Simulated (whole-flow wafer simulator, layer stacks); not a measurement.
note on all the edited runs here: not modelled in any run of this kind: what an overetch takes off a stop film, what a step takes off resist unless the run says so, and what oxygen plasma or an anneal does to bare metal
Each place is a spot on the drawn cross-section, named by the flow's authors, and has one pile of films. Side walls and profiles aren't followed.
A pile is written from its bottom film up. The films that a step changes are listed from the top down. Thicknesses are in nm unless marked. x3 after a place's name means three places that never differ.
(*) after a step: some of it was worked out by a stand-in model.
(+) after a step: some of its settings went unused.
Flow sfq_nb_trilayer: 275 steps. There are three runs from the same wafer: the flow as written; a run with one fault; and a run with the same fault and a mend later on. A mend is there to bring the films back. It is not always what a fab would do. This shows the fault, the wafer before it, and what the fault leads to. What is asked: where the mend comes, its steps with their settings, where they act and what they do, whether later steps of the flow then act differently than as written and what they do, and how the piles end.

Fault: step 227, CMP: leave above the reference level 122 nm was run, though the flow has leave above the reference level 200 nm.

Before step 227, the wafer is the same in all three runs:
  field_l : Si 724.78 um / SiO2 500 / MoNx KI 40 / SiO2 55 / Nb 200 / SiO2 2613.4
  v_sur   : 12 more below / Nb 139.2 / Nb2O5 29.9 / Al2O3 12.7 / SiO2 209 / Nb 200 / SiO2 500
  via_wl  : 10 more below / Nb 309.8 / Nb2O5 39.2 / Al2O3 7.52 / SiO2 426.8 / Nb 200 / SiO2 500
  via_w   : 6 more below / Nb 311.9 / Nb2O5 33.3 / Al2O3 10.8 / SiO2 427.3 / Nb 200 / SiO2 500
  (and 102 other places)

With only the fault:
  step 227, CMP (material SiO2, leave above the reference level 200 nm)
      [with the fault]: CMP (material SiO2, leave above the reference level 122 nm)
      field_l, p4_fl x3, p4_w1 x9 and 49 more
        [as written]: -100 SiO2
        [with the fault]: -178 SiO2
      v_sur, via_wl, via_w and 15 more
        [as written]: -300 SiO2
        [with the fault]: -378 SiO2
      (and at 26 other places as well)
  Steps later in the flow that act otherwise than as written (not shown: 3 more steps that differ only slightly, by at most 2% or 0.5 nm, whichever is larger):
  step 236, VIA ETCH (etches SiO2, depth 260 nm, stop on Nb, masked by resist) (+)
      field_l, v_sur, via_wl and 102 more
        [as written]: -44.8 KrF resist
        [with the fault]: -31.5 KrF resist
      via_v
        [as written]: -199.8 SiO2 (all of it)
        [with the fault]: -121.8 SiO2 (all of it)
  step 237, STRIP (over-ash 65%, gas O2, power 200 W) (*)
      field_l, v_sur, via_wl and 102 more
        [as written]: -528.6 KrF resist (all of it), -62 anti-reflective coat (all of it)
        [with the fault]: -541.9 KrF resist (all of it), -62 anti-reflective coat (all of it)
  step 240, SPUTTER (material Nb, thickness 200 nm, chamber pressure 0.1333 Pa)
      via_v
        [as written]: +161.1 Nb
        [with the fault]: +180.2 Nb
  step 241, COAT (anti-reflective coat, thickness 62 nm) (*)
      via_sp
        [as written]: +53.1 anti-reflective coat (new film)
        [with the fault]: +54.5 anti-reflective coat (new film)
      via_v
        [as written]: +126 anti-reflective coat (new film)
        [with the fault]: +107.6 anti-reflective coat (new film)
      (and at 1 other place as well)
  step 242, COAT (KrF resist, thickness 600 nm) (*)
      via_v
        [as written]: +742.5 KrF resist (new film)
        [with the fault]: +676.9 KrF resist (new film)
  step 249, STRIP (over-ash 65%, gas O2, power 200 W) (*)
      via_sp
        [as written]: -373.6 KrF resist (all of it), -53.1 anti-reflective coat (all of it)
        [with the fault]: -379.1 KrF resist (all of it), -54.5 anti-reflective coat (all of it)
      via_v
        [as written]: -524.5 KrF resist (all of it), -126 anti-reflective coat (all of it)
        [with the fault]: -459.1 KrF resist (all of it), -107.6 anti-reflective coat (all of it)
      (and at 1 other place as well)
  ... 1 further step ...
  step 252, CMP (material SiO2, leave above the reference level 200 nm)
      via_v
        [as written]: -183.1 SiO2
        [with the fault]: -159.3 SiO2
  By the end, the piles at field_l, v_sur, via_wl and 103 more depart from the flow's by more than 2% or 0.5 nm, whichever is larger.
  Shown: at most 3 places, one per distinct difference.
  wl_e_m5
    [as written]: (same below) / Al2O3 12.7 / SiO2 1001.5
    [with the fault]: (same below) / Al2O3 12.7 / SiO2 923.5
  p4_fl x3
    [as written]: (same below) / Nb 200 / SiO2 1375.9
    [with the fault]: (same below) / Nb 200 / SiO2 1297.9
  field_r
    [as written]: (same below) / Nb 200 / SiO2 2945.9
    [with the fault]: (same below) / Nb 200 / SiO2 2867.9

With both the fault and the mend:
  The mend follows step 234.
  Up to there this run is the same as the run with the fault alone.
  step 234a, STRIP (over-ash 65%, gas O2, power 200 W) (*)
      field_l, v_sur, via_wl and 102 more
        -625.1 KrF resist (all of it), -62 anti-reflective coat (all of it)
      via_v
        -62 anti-reflective coat (all of it)
  step 234b, PECVD (material SiO2, thickness 78 nm, 150 C, 17.33 s, RF power 183.3 W, pressure 2.4 Torr, precursor SiH4/N2O) (the flow's step 226 again, with other settings)
      field_l, v_sur, via_wl and 103 more
        +78 SiO2
  step 234c, COAT (anti-reflective coat, thickness 62 nm) (the flow's step 229 again)
      field_l, v_sur, via_wl and 103 more
        +62 anti-reflective coat (new film)
  step 234d, COAT (KrF resist, thickness 650 nm) (the flow's step 230 again)
      field_l, v_sur, via_wl and 103 more
        +650 KrF resist (new film)
  step 234e, SOFTBAKE (KrF resist) (the flow's step 231 again)
      alters no film at any place that is followed
  step 234f, EXPOSE (photomask I6, dose 11.91 mJ/cm2, NA 0.6, wavelength 248 nm) (*) (the flow's step 232 again)
      alters no film at any place that is followed
  step 234g, PEB (KrF resist, 90 s) (the flow's step 233 again)
      field_l, v_sur, via_wl and 103 more
        -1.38 KrF resist
  step 234h, DEVELOP (KrF resist, thickness 650 nm, 60 s) (the flow's step 234 again)
      field_l, v_sur, via_wl and 102 more
        -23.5 KrF resist
      via_v
        -648.6 KrF resist (all of it)
  Later steps of the flow that are run all act as written at every place that is followed.
  At every place that both follow, the piles at the end match the flow's.
